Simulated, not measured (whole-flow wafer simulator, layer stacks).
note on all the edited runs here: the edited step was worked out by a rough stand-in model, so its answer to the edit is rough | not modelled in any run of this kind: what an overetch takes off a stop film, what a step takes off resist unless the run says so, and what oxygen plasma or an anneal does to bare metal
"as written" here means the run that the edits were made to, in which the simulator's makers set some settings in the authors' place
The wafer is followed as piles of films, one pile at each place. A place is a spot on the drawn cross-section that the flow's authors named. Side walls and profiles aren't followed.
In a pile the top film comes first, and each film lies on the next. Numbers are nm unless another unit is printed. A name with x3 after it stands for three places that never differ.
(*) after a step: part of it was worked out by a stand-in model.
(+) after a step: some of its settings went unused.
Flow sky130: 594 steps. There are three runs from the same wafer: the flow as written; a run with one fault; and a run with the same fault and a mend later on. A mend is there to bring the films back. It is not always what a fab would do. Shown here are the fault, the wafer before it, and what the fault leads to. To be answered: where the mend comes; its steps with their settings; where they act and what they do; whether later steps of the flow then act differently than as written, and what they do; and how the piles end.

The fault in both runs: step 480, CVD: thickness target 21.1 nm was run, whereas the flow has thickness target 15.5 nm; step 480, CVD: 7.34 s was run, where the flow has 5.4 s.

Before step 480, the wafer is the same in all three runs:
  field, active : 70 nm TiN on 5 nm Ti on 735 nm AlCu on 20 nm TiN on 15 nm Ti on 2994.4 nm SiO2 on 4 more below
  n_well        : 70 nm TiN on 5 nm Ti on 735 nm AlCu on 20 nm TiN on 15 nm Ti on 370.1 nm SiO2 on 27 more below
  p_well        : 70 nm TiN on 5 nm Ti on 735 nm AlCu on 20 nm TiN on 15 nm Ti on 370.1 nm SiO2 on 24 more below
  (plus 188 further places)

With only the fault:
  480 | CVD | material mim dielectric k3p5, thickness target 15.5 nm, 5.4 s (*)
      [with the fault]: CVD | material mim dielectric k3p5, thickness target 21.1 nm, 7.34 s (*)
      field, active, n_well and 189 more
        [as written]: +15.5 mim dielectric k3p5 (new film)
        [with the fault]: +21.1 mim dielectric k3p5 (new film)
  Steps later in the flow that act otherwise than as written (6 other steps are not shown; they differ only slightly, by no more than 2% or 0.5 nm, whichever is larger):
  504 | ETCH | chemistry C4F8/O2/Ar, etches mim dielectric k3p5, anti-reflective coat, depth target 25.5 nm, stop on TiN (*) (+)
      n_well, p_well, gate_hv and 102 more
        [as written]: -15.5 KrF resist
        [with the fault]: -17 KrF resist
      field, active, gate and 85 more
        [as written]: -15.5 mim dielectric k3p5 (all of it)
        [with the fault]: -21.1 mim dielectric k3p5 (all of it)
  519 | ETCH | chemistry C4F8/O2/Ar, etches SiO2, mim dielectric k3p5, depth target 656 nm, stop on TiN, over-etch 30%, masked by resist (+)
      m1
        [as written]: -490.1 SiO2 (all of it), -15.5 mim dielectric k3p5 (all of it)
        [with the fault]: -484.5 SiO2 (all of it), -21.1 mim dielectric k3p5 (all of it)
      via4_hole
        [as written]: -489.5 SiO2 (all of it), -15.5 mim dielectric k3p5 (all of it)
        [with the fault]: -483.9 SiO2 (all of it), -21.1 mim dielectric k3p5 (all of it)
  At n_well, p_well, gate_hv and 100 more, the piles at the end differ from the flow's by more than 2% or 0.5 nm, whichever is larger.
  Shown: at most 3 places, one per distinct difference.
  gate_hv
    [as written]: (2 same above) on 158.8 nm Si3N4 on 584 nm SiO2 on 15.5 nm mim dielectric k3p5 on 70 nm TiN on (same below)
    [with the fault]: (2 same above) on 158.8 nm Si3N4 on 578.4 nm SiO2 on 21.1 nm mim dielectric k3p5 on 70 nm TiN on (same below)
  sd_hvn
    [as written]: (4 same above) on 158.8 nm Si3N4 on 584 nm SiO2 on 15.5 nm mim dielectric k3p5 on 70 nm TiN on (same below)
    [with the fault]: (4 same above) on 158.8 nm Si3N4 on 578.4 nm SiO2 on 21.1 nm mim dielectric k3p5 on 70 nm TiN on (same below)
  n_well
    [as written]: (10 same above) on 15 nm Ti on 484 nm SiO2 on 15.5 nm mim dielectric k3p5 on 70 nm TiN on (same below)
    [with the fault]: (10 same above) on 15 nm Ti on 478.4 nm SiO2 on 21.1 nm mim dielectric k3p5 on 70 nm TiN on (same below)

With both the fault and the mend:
  The mend follows step 480.
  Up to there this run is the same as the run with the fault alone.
  480a | ETCH | chemistry C4F8/O2/Ar, etches mim dielectric k3p5, anti-reflective coat, depth target 5.6 nm (*) (the flow's step 450, run once more with other settings)
      field, active, n_well and 189 more
        -5.6 mim dielectric k3p5
  Later steps of the flow that are run all act as written at every place that is followed.
  At every place that both follow, the piles at the end match the flow's.
